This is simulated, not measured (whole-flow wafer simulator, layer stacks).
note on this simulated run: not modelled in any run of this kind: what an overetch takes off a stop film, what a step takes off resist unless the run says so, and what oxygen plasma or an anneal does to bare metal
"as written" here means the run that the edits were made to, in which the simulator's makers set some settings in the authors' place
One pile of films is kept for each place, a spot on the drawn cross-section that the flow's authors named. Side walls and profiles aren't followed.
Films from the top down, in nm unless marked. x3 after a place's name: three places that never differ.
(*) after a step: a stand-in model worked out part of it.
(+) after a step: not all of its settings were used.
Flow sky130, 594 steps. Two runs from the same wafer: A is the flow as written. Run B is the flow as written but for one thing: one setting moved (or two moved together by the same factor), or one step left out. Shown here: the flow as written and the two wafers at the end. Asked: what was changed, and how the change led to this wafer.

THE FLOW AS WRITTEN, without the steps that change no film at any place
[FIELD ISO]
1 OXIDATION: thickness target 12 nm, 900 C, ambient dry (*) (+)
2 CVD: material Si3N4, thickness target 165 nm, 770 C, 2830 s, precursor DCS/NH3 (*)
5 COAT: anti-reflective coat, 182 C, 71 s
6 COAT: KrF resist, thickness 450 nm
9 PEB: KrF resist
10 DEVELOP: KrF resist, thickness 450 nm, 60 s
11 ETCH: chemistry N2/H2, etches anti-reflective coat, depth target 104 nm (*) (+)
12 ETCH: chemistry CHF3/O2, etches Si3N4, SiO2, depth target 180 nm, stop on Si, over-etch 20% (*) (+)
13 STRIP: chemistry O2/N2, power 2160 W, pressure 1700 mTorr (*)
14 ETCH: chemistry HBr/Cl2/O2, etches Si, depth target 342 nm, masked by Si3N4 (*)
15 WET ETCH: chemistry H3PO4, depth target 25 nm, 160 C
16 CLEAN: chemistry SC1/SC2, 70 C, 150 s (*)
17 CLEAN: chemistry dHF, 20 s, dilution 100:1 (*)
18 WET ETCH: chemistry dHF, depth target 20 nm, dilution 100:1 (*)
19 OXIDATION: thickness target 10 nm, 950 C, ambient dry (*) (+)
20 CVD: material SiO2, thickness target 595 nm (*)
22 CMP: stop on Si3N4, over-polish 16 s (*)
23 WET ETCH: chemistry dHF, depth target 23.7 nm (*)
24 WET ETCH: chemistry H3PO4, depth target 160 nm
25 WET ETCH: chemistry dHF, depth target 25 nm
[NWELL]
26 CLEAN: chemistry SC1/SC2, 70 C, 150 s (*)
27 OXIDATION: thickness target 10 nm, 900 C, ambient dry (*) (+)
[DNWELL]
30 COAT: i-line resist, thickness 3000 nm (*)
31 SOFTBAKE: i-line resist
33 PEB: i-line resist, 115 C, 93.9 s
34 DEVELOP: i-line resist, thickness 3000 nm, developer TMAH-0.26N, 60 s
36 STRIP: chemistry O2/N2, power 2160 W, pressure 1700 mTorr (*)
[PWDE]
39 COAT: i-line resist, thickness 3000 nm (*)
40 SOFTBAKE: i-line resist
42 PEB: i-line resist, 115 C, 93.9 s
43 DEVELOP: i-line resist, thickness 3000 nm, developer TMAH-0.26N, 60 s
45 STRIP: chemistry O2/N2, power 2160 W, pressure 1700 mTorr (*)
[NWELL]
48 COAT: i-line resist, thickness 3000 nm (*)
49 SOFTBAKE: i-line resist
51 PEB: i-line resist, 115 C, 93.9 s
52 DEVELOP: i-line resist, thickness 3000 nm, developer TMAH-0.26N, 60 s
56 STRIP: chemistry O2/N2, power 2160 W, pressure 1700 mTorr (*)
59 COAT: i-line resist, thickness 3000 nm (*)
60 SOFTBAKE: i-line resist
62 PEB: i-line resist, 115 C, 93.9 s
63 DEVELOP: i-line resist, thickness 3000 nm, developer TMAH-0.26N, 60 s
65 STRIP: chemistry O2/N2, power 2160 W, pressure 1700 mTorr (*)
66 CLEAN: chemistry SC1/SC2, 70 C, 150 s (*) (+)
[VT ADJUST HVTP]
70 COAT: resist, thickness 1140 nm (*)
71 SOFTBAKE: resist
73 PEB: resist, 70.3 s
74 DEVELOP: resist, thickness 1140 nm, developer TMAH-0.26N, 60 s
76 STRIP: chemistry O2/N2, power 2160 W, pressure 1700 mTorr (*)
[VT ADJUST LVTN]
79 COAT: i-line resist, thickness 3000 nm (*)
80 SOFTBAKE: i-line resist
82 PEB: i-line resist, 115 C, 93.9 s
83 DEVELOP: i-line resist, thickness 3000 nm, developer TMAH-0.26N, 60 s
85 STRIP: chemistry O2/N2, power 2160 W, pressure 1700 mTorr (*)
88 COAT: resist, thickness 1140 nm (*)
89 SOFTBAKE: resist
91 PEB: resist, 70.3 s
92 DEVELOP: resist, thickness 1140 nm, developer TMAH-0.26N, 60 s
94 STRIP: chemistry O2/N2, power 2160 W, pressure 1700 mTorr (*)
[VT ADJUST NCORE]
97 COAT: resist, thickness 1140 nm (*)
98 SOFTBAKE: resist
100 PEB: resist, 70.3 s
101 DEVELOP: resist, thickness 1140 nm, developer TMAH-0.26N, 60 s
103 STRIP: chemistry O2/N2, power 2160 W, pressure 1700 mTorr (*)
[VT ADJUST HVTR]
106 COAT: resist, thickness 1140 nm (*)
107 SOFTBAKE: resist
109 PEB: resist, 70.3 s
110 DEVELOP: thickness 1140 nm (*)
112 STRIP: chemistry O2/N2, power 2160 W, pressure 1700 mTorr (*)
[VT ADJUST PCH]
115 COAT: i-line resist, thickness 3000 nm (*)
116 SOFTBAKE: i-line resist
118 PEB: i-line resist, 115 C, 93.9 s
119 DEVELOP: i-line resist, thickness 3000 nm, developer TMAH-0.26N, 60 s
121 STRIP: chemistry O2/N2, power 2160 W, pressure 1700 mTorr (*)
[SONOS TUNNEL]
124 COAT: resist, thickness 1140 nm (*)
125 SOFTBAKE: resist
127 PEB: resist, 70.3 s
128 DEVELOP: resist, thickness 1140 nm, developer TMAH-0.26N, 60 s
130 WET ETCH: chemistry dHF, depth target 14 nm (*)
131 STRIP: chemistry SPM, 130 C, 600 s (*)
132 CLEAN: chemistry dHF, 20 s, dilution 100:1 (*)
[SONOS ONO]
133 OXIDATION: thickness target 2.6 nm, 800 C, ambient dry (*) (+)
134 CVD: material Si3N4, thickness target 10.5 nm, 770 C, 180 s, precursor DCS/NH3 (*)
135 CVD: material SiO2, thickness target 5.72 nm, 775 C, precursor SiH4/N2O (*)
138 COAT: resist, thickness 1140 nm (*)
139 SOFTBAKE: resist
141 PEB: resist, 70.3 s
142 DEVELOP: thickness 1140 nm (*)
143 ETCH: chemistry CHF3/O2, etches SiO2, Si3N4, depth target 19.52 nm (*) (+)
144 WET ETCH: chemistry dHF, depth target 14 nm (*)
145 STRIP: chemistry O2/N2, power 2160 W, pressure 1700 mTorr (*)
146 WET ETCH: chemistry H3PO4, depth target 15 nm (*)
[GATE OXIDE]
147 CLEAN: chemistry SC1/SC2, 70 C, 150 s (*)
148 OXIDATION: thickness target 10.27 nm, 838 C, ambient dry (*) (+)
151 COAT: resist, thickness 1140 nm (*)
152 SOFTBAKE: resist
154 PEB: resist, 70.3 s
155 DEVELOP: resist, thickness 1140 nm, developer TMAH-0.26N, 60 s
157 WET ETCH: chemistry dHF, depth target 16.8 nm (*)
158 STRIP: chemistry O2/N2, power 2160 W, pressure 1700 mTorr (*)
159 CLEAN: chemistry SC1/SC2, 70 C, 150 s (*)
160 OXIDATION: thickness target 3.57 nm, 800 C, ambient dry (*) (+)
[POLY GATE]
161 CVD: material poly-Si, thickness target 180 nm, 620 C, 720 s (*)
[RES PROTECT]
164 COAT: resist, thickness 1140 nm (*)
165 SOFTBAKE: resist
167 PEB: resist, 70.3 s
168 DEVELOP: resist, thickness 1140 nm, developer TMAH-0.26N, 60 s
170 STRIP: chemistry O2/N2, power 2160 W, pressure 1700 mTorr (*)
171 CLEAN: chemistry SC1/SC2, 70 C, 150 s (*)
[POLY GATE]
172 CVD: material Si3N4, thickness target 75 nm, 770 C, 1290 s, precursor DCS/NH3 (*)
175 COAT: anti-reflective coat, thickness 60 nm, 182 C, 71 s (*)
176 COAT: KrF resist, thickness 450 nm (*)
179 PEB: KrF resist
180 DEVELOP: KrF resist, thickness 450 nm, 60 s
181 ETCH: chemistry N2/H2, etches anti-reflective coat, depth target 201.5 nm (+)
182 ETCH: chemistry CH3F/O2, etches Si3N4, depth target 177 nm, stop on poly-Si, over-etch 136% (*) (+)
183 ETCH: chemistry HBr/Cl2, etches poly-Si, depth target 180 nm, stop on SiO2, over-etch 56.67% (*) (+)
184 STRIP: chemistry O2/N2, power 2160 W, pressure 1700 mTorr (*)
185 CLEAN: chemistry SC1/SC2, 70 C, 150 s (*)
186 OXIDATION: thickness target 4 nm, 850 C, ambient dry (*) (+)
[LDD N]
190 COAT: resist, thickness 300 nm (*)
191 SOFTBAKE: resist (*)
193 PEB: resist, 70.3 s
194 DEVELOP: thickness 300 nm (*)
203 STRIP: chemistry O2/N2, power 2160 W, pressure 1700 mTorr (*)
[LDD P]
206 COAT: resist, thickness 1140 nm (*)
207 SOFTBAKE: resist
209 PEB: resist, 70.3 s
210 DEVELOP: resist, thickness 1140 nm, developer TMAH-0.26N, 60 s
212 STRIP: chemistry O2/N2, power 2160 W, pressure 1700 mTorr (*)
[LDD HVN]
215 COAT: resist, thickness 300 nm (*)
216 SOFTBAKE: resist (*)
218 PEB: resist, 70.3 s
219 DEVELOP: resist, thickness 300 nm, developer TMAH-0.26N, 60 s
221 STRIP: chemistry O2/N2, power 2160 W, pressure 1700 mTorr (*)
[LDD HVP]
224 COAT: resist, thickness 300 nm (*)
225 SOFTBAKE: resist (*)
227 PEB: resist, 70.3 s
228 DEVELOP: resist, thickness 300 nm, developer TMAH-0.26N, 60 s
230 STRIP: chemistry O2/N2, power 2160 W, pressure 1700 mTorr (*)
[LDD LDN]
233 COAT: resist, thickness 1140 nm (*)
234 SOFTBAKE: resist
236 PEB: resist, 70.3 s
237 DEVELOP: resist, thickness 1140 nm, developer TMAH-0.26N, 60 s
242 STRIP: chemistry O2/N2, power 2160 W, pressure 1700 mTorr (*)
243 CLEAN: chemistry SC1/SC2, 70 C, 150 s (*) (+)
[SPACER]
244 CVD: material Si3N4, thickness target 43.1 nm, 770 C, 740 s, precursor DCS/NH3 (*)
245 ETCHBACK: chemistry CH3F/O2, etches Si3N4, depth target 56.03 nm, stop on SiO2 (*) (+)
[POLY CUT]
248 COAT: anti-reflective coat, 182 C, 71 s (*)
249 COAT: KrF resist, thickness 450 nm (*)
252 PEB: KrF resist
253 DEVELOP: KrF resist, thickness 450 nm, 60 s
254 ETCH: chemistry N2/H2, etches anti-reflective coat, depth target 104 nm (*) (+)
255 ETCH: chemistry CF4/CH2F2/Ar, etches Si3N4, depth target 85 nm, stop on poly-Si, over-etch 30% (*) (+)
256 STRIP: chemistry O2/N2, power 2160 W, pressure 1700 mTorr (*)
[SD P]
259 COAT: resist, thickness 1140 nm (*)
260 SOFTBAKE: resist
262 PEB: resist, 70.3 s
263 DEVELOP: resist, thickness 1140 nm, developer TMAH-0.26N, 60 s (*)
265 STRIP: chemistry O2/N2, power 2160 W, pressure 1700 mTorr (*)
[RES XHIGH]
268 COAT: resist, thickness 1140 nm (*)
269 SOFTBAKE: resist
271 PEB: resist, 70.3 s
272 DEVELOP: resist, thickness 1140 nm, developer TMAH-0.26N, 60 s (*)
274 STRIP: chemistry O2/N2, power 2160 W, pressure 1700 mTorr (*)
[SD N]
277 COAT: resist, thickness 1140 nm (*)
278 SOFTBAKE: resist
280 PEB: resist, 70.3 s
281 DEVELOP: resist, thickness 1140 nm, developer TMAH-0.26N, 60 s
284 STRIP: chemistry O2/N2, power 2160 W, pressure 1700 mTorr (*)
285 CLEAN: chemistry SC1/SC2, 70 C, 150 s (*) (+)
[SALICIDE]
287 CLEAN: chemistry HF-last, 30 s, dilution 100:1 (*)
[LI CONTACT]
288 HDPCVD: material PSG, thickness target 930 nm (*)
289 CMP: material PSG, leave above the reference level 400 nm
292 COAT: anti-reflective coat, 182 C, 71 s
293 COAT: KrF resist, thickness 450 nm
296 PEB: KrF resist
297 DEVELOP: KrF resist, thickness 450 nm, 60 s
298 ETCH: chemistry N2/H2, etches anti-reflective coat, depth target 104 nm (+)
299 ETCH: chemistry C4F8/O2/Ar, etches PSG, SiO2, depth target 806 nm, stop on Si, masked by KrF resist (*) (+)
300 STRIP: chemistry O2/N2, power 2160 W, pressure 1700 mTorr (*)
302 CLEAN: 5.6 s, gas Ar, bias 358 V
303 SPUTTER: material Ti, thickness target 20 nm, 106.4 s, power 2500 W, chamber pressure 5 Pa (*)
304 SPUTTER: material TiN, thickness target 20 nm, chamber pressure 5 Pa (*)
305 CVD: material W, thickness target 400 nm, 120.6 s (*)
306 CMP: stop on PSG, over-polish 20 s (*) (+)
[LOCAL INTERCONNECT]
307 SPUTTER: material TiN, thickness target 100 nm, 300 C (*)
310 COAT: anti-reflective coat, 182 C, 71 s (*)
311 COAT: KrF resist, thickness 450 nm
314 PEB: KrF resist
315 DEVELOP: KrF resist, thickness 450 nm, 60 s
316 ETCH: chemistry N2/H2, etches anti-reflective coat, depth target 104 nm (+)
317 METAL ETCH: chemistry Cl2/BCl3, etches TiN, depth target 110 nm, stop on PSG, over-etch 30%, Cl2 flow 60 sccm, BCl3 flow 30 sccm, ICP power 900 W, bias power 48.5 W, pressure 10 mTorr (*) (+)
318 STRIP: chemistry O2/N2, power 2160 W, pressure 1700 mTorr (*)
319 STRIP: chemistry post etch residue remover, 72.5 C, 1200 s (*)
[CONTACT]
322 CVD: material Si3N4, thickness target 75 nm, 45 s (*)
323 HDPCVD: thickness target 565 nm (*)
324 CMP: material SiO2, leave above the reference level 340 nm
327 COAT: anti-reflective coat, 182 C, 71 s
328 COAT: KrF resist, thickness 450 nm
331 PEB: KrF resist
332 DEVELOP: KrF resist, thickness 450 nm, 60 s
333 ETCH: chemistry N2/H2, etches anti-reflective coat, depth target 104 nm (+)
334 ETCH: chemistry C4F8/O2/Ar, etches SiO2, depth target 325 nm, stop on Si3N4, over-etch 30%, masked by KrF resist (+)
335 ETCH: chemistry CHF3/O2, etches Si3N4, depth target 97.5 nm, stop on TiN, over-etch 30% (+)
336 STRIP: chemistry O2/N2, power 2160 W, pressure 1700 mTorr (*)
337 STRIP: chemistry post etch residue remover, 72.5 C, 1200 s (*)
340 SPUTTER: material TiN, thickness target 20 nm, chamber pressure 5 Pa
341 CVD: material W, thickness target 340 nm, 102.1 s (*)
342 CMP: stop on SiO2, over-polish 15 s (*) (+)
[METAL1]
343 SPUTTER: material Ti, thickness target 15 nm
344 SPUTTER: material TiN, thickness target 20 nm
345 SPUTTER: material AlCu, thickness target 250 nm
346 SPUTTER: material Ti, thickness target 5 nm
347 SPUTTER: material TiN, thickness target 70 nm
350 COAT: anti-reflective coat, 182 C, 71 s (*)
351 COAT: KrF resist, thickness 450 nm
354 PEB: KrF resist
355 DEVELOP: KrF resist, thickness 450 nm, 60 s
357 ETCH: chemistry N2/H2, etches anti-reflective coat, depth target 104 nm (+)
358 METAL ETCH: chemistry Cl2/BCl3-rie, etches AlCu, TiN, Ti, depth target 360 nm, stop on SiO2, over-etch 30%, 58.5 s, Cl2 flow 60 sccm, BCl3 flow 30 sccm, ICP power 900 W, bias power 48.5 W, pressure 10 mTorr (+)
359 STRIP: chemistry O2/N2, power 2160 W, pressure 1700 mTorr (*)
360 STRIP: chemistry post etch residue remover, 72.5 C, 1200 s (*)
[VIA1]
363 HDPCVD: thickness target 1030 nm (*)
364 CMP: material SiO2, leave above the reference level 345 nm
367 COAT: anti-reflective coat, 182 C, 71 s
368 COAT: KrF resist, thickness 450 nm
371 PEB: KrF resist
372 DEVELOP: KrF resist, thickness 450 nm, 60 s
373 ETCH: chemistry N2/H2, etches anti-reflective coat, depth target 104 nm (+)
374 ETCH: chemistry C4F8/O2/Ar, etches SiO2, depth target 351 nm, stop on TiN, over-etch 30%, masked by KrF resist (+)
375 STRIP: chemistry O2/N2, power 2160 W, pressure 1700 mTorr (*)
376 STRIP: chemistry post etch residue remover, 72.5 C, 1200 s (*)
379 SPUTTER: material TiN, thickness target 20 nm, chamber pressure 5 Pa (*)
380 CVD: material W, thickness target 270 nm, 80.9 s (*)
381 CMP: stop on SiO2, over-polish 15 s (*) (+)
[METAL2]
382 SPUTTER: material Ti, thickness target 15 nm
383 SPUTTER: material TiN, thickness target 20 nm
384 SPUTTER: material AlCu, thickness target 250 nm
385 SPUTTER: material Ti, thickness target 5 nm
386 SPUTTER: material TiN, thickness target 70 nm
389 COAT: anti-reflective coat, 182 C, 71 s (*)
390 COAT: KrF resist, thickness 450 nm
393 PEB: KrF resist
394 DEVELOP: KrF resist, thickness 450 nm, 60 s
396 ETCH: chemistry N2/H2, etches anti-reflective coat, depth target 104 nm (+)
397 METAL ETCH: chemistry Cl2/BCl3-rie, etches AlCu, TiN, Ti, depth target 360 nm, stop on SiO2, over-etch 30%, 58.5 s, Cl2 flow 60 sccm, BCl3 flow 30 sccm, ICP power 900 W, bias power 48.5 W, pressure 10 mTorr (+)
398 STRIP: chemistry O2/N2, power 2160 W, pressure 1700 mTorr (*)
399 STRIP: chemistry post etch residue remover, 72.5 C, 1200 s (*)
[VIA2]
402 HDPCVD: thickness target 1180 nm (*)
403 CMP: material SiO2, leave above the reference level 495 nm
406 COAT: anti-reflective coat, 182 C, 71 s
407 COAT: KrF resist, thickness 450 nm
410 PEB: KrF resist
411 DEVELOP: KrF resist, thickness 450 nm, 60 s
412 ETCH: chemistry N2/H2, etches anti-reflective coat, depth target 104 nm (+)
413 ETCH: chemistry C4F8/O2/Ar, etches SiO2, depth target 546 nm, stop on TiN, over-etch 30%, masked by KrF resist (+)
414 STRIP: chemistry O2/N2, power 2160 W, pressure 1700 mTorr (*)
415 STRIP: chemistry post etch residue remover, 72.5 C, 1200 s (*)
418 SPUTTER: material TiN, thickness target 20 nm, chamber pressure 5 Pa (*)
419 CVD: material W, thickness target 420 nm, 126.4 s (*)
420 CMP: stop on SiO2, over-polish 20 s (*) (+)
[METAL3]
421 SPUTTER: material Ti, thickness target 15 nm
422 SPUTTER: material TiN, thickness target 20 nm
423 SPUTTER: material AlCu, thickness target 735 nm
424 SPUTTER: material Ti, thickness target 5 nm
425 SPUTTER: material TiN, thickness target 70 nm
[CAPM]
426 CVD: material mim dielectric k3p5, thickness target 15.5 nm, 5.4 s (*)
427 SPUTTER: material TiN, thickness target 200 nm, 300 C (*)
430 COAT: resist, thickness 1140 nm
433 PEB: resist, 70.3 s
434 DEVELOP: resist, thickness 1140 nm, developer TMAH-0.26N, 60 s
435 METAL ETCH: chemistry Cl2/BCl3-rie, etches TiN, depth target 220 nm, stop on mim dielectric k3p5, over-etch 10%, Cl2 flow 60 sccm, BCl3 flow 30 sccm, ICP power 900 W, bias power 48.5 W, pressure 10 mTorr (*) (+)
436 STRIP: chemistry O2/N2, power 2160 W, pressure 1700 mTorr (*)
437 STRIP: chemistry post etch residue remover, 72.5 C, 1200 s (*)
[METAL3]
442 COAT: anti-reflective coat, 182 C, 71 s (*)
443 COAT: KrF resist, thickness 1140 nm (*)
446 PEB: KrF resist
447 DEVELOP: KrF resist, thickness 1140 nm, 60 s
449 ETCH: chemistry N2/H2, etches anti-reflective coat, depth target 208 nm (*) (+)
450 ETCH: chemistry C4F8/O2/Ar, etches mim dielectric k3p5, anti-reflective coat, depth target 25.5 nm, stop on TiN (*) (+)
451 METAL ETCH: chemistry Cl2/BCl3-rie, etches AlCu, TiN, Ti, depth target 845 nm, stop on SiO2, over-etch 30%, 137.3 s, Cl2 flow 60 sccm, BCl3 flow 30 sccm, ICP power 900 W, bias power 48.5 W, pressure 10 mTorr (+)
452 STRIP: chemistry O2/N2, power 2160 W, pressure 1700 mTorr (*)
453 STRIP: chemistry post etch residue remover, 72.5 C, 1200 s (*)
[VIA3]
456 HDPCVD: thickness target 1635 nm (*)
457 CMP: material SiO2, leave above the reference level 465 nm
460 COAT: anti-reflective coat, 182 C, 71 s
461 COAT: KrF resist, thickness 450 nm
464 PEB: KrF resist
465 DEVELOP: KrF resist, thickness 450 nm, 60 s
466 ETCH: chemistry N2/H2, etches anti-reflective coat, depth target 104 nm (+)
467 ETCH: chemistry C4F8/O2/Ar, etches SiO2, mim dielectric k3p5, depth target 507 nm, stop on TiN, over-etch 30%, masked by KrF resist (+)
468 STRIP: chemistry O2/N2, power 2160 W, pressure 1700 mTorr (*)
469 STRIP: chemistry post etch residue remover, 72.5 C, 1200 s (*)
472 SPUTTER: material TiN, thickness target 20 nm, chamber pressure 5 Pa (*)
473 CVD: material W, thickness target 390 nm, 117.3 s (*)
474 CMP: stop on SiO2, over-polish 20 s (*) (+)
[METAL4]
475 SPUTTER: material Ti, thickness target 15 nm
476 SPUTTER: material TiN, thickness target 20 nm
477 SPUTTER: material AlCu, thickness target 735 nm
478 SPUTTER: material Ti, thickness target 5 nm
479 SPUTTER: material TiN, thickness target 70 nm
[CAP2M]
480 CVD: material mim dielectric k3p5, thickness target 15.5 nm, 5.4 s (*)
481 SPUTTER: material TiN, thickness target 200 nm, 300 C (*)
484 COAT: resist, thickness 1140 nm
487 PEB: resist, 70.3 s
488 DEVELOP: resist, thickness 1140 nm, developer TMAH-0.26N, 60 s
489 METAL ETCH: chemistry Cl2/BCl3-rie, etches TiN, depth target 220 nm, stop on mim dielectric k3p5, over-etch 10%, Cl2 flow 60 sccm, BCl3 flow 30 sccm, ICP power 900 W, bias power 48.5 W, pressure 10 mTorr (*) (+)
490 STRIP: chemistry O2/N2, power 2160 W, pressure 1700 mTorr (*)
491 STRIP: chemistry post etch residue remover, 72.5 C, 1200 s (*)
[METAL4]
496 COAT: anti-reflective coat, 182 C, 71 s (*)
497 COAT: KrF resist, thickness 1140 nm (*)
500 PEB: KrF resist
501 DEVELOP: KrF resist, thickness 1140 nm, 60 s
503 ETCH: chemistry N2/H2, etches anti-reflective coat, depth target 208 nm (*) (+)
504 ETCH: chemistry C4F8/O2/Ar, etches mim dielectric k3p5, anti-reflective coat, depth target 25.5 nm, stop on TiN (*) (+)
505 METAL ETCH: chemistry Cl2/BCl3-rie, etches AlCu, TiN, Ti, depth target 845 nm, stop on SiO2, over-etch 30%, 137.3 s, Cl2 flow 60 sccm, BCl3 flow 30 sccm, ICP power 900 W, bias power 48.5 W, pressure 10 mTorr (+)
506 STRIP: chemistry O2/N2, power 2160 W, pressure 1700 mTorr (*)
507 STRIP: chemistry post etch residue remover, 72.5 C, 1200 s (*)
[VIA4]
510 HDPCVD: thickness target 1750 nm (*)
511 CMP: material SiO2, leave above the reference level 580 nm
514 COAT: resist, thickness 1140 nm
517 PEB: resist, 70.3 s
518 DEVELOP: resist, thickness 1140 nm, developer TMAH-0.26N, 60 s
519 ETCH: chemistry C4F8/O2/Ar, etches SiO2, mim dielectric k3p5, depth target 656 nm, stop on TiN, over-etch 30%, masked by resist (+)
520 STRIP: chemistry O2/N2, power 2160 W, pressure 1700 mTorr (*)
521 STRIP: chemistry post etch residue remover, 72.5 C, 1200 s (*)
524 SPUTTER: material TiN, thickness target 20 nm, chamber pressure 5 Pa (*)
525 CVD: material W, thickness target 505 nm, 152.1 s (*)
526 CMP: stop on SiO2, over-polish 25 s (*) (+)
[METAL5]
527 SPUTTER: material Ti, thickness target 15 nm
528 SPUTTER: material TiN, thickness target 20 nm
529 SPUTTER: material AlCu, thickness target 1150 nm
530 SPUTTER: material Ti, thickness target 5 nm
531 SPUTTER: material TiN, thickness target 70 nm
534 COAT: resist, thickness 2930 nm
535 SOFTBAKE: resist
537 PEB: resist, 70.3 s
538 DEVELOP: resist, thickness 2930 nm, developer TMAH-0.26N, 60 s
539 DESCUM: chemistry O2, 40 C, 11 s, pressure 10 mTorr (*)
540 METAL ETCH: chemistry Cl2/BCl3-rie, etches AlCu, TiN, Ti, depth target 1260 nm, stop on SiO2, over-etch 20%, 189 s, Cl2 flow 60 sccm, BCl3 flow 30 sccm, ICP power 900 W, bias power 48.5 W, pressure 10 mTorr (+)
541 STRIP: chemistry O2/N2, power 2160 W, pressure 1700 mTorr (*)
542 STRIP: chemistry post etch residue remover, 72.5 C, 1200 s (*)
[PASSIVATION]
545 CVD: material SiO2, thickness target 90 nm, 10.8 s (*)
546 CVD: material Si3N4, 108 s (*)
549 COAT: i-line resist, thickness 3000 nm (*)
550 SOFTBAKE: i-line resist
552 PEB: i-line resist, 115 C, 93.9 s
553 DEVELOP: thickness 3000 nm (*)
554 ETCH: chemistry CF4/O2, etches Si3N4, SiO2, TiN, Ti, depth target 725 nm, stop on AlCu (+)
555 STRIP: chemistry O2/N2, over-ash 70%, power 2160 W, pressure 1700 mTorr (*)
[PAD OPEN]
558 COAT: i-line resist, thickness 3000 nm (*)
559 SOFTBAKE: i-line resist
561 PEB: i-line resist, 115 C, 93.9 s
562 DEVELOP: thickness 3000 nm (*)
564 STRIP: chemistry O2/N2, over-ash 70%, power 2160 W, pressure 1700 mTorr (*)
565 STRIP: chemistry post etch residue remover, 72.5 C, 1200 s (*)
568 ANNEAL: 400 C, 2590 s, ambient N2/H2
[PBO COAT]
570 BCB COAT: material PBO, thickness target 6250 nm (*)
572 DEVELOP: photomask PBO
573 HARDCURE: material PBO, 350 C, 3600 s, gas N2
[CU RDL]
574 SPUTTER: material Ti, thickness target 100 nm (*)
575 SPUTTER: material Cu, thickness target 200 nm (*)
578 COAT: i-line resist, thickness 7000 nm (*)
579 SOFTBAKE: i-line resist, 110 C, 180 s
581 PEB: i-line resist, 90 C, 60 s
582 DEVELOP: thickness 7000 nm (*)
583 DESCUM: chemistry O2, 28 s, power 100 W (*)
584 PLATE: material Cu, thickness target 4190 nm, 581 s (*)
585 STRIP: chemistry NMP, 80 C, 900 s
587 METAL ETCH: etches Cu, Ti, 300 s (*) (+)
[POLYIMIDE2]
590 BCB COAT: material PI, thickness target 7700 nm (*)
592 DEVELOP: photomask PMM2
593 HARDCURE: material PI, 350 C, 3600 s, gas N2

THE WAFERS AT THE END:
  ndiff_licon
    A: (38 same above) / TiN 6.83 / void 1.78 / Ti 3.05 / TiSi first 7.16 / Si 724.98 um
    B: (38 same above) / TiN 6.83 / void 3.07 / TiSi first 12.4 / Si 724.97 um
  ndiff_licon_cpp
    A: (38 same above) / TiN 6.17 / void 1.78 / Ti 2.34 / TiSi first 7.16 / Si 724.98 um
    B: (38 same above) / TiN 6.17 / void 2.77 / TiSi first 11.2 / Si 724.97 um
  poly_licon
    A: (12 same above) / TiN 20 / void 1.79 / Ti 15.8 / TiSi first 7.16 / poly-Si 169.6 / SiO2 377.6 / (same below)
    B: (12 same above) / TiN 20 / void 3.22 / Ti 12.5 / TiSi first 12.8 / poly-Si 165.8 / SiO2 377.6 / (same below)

The cause: step 593, HARDCURE: 420 C was run, where the flow has 350 C.

How the change led to this, step by step:
  593 HARDCURE: material PI, 350 C, 3600 s, gas N2
      ndiff_licon: A PI -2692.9, void +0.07, Ti -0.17, TiSi first +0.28, Si -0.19 | B PI -2692.9, void +1.36, Ti -3.22 (all of it), TiSi first +5.5, Si -3.65
      ndiff_licon_cpp: A PI -2692.3, void +0.07, Ti -0.17, TiSi first +0.28, Si -0.19 | B PI -2692.3, void +1.06, Ti -2.51 (all of it), TiSi first +4.29, Si -2.85
      (and at 2 more places)
Counting metal films that touch as one body, ndiff_licon has 5 bodies (between them, from the top down: SiO2 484 / mim dielectric k3p5 15.5; SiO2 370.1 / mim dielectric k3p5 15.5; SiO2 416; SiO2 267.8); the flow as written gives 6 bodies (between them, from the top down: SiO2 484 / mim dielectric k3p5 15.5; SiO2 370.1 / mim dielectric k3p5 15.5; SiO2 416; SiO2 267.8; void 1.78).
Counting metal films that touch as one body, ndiff_licon_cpp has 5 bodies (between them, from the top down: SiO2 484 / mim dielectric k3p5 15.5; SiO2 370.1 / mim dielectric k3p5 15.5; SiO2 416; SiO2 267.8); the flow as written gives 6 bodies (between them, from the top down: SiO2 484 / mim dielectric k3p5 15.5; SiO2 370.1 / mim dielectric k3p5 15.5; SiO2 416; SiO2 267.8; void 1.78).
